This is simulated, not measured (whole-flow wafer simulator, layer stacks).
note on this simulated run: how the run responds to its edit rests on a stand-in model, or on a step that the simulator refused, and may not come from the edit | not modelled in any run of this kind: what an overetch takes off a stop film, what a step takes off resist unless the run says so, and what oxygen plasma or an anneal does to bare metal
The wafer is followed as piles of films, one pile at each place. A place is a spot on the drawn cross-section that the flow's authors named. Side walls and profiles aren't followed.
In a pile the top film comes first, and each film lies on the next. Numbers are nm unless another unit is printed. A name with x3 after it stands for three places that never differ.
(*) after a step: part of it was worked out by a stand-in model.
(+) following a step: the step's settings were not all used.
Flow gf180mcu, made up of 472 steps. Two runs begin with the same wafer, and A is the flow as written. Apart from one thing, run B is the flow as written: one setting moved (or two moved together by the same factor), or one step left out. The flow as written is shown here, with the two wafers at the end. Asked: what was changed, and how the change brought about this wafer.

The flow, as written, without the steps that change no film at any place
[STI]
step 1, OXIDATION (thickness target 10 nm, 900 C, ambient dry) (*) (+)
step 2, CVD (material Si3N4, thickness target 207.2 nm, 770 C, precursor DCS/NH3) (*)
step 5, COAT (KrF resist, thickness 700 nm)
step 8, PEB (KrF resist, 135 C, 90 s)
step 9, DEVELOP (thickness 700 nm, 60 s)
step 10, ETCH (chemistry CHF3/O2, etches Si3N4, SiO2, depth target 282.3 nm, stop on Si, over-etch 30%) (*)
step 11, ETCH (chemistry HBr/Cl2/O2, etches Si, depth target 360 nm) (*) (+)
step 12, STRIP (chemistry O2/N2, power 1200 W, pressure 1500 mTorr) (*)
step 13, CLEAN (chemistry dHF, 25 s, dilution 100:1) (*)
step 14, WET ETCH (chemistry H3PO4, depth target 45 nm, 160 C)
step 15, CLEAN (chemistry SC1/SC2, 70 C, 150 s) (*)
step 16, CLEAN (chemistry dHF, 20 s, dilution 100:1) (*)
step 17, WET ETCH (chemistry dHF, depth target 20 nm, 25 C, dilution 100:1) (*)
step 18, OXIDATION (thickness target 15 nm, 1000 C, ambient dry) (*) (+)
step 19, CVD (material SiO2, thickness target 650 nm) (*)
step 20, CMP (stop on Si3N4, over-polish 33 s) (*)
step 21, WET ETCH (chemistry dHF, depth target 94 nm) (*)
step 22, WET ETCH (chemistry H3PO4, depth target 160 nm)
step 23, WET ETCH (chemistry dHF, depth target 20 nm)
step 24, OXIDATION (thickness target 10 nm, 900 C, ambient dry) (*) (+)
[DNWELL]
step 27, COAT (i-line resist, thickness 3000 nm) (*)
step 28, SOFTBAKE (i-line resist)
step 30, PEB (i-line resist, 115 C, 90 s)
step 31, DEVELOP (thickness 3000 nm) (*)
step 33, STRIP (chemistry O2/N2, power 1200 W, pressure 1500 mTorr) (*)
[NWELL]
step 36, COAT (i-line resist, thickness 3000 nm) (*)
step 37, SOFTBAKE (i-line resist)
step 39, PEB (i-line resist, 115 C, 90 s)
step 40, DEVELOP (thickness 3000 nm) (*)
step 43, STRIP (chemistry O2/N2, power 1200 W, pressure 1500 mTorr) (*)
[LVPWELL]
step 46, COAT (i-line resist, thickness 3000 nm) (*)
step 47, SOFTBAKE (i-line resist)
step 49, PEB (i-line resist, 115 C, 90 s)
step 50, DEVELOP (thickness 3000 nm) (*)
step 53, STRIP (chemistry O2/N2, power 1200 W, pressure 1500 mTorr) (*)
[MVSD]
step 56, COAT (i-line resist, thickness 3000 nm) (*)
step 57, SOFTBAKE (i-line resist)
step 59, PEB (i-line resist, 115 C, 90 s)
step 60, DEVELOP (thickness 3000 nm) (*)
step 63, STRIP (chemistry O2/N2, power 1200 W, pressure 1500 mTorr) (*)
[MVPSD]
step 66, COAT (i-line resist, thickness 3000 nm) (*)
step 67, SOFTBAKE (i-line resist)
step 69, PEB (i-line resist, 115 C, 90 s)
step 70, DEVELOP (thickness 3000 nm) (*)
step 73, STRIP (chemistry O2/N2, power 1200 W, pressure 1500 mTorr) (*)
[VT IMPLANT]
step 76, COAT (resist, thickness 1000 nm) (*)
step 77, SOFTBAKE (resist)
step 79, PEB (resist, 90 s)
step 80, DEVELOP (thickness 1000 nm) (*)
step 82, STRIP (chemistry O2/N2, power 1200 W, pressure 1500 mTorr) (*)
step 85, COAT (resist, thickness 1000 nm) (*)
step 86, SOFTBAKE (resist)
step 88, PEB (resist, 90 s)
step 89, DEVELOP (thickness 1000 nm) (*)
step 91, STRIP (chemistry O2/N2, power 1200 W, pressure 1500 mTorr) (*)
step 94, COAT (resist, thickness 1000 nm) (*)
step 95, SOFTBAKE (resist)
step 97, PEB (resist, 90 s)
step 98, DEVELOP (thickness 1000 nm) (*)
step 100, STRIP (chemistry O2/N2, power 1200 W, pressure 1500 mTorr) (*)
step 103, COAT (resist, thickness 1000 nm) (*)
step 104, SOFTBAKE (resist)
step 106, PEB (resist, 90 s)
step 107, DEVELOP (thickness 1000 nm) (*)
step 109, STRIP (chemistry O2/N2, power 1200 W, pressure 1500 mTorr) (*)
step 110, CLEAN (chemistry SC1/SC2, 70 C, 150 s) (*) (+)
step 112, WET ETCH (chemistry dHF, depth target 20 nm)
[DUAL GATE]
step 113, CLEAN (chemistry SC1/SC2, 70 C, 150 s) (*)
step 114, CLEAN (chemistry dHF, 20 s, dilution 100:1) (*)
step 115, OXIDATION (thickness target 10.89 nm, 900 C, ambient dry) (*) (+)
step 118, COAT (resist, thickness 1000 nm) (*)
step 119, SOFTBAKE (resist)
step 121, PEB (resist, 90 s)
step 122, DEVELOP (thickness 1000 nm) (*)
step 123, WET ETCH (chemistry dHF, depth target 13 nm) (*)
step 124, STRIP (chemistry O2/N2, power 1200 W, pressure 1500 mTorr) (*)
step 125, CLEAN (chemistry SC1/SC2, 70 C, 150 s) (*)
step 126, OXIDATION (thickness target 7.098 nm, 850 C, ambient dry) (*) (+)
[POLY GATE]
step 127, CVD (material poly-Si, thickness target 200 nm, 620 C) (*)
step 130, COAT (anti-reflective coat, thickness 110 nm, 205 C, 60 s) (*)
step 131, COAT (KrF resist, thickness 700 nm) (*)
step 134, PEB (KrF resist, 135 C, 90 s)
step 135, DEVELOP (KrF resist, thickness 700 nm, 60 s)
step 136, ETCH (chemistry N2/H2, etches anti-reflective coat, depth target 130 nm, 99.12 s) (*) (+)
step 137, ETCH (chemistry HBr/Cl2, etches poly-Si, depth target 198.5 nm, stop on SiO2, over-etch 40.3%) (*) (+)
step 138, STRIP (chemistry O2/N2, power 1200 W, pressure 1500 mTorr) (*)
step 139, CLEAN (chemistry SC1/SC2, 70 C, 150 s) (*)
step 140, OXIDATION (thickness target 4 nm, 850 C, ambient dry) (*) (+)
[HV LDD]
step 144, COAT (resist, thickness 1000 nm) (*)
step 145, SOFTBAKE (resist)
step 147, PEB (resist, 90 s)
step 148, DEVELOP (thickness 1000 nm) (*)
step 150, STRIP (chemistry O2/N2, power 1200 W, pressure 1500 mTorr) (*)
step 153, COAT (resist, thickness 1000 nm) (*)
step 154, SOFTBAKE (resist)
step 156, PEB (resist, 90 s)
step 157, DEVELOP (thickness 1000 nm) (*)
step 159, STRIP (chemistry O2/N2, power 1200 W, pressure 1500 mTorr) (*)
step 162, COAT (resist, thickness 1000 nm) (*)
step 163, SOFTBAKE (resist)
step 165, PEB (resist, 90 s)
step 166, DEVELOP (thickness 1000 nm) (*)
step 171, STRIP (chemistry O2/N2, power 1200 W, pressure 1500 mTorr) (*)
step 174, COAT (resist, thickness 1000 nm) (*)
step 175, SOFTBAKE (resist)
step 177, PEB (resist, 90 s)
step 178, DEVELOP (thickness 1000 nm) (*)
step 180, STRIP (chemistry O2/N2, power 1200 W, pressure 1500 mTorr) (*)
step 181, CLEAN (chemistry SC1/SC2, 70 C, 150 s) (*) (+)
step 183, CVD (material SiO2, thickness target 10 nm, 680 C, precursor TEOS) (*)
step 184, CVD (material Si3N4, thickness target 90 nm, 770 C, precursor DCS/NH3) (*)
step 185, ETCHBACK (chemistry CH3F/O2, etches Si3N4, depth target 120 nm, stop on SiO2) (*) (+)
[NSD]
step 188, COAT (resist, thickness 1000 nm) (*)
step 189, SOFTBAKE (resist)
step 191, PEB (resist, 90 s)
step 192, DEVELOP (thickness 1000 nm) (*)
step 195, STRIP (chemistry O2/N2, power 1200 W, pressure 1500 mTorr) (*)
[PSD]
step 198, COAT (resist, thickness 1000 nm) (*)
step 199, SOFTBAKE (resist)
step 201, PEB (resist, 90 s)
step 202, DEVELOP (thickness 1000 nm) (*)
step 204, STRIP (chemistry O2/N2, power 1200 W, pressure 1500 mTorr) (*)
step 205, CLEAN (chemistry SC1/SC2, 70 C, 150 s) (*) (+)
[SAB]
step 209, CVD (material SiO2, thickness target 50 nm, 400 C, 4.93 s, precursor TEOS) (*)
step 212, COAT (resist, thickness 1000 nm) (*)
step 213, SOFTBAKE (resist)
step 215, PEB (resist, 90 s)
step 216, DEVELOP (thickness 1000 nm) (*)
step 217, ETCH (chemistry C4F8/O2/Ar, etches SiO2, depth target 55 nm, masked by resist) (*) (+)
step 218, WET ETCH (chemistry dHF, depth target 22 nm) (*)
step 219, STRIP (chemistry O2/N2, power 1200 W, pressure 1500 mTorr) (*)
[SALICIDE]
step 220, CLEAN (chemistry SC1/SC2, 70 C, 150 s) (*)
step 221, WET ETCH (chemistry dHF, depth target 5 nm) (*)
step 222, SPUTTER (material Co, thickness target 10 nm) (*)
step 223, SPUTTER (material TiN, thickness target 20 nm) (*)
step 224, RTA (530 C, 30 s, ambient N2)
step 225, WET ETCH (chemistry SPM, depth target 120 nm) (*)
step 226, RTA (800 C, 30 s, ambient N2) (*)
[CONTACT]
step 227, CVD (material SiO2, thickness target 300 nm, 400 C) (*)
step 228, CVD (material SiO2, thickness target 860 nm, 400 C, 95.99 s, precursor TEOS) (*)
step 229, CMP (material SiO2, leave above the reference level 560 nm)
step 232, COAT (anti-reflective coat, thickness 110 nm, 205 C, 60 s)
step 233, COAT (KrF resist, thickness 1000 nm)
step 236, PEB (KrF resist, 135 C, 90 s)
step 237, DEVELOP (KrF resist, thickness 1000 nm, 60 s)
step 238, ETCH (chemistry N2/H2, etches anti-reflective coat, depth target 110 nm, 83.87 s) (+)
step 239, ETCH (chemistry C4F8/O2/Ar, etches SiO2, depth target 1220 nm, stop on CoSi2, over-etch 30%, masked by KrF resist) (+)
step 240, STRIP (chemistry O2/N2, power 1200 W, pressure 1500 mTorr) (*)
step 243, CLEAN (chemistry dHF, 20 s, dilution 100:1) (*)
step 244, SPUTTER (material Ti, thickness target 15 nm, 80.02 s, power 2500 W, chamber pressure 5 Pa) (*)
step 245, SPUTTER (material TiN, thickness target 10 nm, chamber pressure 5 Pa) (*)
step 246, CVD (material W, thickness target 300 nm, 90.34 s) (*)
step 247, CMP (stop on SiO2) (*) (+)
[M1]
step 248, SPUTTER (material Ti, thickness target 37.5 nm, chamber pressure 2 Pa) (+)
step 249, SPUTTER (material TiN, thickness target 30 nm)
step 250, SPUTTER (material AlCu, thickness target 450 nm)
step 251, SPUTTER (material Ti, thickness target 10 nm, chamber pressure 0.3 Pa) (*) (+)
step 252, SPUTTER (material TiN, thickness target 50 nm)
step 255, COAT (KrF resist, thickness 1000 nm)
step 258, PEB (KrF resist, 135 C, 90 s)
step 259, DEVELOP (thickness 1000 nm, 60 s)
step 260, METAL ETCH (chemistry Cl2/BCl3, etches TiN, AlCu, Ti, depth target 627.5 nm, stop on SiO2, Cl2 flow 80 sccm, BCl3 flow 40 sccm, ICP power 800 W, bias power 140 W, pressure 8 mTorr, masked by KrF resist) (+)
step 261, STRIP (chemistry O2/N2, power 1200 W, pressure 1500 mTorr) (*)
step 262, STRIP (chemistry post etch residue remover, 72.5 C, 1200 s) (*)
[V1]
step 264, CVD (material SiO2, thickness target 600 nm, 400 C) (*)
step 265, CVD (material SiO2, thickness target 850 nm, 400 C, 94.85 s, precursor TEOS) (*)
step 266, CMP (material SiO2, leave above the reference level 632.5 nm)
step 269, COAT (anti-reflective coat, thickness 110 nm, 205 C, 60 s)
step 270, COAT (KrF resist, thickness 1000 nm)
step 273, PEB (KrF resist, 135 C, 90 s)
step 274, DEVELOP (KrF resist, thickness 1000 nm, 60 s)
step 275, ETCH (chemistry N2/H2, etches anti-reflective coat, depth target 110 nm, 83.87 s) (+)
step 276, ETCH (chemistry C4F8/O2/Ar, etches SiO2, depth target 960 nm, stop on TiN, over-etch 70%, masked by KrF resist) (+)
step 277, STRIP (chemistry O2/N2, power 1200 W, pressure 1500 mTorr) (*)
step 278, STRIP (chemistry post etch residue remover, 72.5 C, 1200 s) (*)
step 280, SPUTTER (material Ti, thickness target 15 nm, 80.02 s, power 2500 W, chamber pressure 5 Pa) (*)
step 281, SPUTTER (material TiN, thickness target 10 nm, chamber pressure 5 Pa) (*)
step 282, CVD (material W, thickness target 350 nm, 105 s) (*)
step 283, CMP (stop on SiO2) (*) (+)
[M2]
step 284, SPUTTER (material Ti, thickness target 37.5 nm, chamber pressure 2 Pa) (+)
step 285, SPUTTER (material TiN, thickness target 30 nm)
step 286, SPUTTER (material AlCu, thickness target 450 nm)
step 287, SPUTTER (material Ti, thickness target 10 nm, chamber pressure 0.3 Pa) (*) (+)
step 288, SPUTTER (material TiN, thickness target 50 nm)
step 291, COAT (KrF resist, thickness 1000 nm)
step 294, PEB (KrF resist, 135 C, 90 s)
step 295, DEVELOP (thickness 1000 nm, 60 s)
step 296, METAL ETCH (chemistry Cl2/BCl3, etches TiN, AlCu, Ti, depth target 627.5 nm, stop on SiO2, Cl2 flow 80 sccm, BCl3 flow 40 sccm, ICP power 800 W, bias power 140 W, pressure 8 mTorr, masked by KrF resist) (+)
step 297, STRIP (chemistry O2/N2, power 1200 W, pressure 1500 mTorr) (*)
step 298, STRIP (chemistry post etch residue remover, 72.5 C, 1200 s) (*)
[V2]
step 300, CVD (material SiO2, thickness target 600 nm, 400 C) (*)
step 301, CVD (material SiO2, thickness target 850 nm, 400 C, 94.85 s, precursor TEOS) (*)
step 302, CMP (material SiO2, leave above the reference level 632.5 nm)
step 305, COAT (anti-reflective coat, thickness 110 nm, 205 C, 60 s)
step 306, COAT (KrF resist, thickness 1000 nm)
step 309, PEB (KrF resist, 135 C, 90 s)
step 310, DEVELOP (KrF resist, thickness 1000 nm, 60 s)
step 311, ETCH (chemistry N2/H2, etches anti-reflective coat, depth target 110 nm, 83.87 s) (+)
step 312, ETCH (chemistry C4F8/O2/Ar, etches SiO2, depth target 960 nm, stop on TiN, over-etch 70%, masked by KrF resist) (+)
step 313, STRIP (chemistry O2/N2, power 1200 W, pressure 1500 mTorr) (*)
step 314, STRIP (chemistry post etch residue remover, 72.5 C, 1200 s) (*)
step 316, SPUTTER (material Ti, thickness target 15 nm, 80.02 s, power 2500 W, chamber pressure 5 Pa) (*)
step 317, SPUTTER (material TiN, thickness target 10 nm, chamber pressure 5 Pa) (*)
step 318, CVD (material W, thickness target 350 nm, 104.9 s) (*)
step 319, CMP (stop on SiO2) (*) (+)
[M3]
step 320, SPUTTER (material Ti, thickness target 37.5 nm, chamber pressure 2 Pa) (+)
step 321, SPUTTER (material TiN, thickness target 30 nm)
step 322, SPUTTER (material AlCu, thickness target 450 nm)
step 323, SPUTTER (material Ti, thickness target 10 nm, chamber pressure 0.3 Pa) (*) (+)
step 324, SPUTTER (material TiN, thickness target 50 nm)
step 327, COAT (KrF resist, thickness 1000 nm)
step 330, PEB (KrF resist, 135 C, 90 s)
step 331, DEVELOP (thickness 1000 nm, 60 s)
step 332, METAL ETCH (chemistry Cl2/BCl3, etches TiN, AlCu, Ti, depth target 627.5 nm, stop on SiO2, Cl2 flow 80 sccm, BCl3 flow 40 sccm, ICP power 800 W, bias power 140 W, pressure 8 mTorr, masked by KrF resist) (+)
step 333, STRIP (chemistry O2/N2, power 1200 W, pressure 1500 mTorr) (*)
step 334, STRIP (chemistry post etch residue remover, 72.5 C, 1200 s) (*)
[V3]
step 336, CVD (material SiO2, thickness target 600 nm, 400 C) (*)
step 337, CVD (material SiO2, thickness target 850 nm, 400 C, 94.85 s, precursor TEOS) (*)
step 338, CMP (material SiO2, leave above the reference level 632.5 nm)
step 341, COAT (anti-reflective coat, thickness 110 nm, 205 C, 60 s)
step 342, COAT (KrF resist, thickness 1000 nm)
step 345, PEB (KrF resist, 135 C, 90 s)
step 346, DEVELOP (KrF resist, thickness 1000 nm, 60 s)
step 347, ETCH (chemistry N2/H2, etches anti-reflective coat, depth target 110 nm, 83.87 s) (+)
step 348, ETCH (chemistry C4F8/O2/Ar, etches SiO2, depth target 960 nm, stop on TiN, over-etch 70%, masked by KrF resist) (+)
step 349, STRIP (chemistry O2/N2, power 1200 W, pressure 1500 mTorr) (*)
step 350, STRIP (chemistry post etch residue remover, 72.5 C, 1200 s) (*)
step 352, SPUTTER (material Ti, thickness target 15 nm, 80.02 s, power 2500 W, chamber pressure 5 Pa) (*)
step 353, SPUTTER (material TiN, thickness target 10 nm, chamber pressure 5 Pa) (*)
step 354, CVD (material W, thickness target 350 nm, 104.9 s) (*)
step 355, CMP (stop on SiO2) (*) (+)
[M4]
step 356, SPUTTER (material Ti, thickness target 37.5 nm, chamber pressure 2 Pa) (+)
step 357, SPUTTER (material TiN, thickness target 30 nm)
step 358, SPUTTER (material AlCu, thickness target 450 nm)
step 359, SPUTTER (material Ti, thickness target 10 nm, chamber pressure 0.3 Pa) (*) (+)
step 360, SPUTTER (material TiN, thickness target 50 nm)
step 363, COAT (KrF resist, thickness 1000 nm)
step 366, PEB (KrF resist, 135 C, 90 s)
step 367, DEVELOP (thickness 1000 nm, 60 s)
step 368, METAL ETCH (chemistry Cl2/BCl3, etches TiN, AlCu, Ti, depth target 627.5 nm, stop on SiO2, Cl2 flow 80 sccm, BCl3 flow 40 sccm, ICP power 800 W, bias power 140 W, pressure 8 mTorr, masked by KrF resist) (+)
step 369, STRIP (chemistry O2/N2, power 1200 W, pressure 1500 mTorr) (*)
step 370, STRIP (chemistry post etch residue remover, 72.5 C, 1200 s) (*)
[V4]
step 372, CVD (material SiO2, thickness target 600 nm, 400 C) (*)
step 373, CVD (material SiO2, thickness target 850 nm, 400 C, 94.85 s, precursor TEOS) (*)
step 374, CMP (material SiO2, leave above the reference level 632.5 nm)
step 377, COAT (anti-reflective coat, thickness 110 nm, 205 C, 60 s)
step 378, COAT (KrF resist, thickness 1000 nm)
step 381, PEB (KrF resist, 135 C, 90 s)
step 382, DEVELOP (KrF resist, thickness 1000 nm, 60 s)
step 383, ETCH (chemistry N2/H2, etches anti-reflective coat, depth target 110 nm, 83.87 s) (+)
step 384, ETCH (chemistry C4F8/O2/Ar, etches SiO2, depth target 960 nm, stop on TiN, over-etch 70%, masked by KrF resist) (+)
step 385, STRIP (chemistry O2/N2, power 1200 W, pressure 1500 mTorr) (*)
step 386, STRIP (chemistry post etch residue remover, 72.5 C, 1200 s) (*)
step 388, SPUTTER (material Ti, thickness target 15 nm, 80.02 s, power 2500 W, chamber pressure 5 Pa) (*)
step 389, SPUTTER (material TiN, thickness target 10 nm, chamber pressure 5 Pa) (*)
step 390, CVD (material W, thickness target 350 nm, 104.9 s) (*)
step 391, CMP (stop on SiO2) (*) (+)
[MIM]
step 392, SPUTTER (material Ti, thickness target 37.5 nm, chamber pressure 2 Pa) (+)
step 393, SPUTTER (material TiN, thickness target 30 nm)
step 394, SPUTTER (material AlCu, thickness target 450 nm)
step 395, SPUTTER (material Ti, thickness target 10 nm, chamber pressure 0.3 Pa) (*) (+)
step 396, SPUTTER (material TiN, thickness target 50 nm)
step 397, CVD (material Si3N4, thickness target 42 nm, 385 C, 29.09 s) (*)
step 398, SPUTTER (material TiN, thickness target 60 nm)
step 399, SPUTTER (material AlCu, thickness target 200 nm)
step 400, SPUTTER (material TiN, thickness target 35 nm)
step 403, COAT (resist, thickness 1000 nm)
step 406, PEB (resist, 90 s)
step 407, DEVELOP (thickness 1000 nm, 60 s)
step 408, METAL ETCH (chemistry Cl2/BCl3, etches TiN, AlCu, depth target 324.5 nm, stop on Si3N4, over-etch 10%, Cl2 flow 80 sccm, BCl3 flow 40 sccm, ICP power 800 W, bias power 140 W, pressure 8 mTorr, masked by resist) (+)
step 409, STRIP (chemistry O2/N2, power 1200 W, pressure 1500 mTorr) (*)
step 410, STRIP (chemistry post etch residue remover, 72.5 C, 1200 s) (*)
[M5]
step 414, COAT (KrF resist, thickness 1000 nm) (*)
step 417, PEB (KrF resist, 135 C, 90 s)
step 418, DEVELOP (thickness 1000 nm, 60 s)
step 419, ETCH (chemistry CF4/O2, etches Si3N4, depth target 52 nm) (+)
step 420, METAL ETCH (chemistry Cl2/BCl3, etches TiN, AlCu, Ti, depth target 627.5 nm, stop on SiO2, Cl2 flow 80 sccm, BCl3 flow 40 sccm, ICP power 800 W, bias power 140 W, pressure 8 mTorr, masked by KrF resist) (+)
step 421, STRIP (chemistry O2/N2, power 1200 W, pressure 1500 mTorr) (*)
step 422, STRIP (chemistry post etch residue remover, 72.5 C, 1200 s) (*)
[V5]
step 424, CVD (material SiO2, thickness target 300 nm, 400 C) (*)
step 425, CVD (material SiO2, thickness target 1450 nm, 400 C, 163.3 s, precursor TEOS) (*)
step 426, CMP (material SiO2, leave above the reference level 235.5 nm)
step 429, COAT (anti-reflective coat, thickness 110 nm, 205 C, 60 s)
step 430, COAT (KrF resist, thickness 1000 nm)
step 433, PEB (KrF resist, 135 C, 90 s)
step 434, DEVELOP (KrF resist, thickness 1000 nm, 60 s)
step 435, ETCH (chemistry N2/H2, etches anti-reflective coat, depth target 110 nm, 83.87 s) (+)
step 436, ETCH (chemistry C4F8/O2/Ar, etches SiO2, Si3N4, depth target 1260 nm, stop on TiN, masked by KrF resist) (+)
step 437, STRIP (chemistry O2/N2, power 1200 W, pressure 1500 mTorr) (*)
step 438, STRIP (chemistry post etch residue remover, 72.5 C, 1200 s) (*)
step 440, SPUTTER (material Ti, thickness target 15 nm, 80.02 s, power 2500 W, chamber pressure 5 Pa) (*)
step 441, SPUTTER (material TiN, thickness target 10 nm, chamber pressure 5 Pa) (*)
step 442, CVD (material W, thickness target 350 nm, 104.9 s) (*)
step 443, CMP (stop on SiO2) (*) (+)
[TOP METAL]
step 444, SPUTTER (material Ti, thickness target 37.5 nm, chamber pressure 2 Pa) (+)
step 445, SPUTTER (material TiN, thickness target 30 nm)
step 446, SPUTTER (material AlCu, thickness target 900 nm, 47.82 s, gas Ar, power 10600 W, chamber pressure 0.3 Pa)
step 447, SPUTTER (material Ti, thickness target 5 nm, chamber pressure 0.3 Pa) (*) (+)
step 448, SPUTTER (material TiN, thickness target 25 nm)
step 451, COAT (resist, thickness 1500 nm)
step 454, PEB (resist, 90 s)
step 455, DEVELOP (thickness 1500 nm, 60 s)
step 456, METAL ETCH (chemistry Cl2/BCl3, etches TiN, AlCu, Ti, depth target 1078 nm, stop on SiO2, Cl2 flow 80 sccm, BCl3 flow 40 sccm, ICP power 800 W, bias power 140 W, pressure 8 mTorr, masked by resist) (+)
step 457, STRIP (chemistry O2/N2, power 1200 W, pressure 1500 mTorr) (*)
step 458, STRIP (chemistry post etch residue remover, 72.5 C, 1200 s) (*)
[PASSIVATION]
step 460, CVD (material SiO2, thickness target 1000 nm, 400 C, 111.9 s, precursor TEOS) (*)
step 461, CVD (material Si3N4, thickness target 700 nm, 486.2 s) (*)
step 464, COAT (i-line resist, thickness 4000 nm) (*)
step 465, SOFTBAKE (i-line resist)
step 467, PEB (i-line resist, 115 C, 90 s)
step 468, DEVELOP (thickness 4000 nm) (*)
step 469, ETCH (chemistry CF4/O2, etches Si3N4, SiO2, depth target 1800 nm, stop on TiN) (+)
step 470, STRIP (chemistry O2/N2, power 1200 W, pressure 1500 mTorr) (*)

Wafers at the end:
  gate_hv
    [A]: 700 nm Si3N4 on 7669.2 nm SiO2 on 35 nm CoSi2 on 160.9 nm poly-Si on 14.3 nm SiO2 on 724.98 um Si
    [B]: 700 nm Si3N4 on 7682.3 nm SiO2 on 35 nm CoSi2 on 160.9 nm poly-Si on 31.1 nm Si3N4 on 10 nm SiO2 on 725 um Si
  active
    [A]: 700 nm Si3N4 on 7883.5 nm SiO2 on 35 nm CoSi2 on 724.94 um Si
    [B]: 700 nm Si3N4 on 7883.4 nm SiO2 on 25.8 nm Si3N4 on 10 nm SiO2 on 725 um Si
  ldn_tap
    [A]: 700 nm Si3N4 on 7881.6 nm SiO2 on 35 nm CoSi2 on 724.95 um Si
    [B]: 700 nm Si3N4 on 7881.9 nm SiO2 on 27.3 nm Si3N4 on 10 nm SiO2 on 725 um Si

The reason: step 14, WET ETCH: chemistry H3PO4, depth target 45 nm, 160 C, was skipped.

How this came from the change, step by step:
  step 15, CLEAN (chemistry SC1/SC2, 70 C, 150 s) (*)
      field, field_sub, sti and 34 more: A chemical SiO2 gains 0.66 (new film), Si loses 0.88 | B chemical SiO2 gains 0.66 (new film), Si loses 1.83
  step 19, CVD (material SiO2, thickness target 650 nm) (*)
      m1, ld_fp_n, ld_drift_n and 8 more: A SiO2 gains 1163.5 | B SiO2 gains 1208
  step 20, CMP (stop on Si3N4, over-polish 33 s) (*)
      sti, mim_1p0, pad and 11 more: A SiO2 loses 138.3 | B SiO2 loses 93.8
      nw_enc_fld, nw_enc_fld_lv: A SiO2 loses 142.4 | B SiO2 loses 97.8
      (and at 10 other places as well)
  step 22, WET ETCH (chemistry H3PO4, depth target 160 nm)
      active, n_well, p_well and 40 more: A Si3N4 loses 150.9 (all of it), SiO2 loses 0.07 | B Si3N4 loses 160.1
  step 23, WET ETCH (chemistry dHF, depth target 20 nm)
      active, n_well, p_well and 40 more: A SiO2 loses 9.93 (all of it) | B Si3N4 loses 1.83
  step 24, OXIDATION (thickness target 10 nm, 900 C, ambient dry) (*) (+)
      active, n_well, p_well and 40 more: A SiO2 gains 10 (new film), Si loses 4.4 | B nothing
  step 28, SOFTBAKE (i-line resist)
      field: A i-line resist gains 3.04 | B i-line resist gains 3.63
      gate_hv: A i-line resist gains 3.15 | B i-line resist gains 3.71
      (and at 29 other places as well)
  step 37, SOFTBAKE (i-line resist)
      field: A i-line resist gains 3.04 | B i-line resist gains 3.63
      gate_hv: A i-line resist gains 3.15 | B i-line resist gains 3.71
      (and at 29 other places as well)
  step 47, SOFTBAKE (i-line resist)
      field: A i-line resist gains 3.04 | B i-line resist gains 3.63
      gate_hv: A i-line resist gains 3.15 | B i-line resist gains 3.71
      (and at 29 other places as well)
  step 57, SOFTBAKE (i-line resist)
      field: A i-line resist gains 3.04 | B i-line resist gains 3.63
      gate_hv: A i-line resist gains 3.15 | B i-line resist gains 3.71
      (and at 29 other places as well)
  step 67, SOFTBAKE (i-line resist)
      field: A i-line resist gains 3.04 | B i-line resist gains 3.63
      gate_hv: A i-line resist gains 3.15 | B i-line resist gains 3.71
      (and at 29 other places as well)
  step 112, WET ETCH (chemistry dHF, depth target 20 nm)
      active, n_well, p_well and 40 more: A SiO2 loses 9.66 (all of it) | B Si3N4 loses 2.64
  step 113, CLEAN (chemistry SC1/SC2, 70 C, 150 s) (*)
      active, n_well, p_well and 40 more: A chemical SiO2 gains 0.66 (new film), Si loses 1.83 | B Si3N4 loses 0.07
  step 114, CLEAN (chemistry dHF, 20 s, dilution 100:1) (*)
      active, n_well, p_well and 40 more: A chemical SiO2 loses 0.66 (all of it) | B Si3N4 loses 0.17
  step 115, OXIDATION (thickness target 10.89 nm, 900 C, ambient dry) (*) (+)
      active, n_well, p_well and 40 more: A SiO2 gains 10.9 (new film), Si loses 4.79 | B nothing
  step 123, WET ETCH (chemistry dHF, depth target 13 nm) (*)
      active, n_well, p_well and 12 more: A SiO2 loses 10.9 (all of it) | B Si3N4 loses 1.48
  ... 26 other steps ...
  step 471, ANNEAL (400 C, 1800 s, ambient N2/H2)
      contact: A nothing | B under 49 films: void gains 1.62 (new film), Ti loses 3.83, TiSi first gains 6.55 (new film), Si loses 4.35
If metal films that touch count as one body, active has 0 bodies; the flow as written gives 1 body.
If metal films that touch count as one body, ldn_tap has 0 bodies; the flow as written gives 1 body.
